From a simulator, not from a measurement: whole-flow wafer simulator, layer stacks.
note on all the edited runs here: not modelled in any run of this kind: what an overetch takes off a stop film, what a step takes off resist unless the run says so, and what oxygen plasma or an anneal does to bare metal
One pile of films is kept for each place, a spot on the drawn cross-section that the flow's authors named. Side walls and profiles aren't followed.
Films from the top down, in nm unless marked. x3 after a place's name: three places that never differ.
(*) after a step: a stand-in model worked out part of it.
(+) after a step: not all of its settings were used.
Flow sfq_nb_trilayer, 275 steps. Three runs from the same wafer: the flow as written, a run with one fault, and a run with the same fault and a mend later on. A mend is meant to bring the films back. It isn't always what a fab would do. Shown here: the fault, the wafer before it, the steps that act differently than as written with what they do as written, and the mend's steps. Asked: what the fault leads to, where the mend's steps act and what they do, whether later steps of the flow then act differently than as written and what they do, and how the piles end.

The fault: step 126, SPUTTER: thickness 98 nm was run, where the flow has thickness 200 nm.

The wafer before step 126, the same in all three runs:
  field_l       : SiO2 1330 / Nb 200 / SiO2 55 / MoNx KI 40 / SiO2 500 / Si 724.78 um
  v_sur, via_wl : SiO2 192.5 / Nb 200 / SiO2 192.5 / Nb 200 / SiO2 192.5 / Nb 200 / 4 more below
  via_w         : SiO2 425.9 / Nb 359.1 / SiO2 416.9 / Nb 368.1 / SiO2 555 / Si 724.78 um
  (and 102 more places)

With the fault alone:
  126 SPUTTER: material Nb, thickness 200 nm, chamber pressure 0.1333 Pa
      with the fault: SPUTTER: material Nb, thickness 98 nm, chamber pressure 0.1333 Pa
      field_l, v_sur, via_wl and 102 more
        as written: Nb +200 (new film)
        with the fault: Nb +98 (new film)
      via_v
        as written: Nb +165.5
        with the fault: Nb +80.8
  Later steps of the flow that act differently than as written (4 more steps differ only slightly, by at most 2% or 0.5 nm, whichever is larger, and aren't shown):
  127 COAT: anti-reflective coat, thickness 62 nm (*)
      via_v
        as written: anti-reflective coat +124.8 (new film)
        with the fault: anti-reflective coat +119.8 (new film)
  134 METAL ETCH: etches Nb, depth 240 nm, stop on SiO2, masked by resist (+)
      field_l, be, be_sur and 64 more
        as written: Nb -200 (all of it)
        with the fault: Nb -98 (all of it)
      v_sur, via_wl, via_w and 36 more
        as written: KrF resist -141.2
        with the fault: KrF resist -86.5
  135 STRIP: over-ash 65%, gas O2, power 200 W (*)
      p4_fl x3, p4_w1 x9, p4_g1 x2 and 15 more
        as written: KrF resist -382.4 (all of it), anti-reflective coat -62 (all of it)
        with the fault: KrF resist -437.1 (all of it), anti-reflective coat -62 (all of it)
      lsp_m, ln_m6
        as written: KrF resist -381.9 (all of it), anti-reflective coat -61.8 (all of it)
        with the fault: KrF resist -436.7 (all of it), anti-reflective coat -61.8 (all of it)
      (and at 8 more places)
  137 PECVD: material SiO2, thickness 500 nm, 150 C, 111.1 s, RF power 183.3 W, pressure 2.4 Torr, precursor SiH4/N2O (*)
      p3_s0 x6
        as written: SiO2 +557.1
        with the fault: SiO2 +500
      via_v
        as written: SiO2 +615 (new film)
        with the fault: SiO2 +586.6 (new film)
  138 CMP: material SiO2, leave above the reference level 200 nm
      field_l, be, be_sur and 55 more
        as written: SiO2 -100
        with the fault: SiO2 -202
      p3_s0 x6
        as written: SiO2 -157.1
        with the fault: SiO2 -202
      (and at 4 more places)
  At the end the piles differ from the flow's by more than 2% or 0.5 nm, whichever is larger, at field_l, v_sur, via_wl and 103 more.
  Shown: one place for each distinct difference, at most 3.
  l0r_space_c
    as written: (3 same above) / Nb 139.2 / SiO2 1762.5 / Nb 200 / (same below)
    with the fault: (3 same above) / Nb 139.2 / SiO2 1660.5 / Nb 200 / (same below)
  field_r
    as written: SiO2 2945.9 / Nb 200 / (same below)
    with the fault: SiO2 2843.9 / Nb 200 / (same below)
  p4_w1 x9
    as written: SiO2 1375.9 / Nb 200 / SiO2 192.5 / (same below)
    with the fault: SiO2 1375.9 / Nb 98 / SiO2 192.5 / (same below)

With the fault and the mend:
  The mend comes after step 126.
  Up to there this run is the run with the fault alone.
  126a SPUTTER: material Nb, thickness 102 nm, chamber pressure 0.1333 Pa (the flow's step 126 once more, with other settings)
      field_l, v_sur, via_wl and 102 more
        Nb +102
      via_v
        Nb +83.3
  No later step of the flow acts differently than as written, at any place that is followed, by more than 2% or 0.5 nm, whichever is larger.
  At the end the piles differ from the flow's only slightly at the places that both follow, by at most 2% or 0.5 nm, whichever is larger.
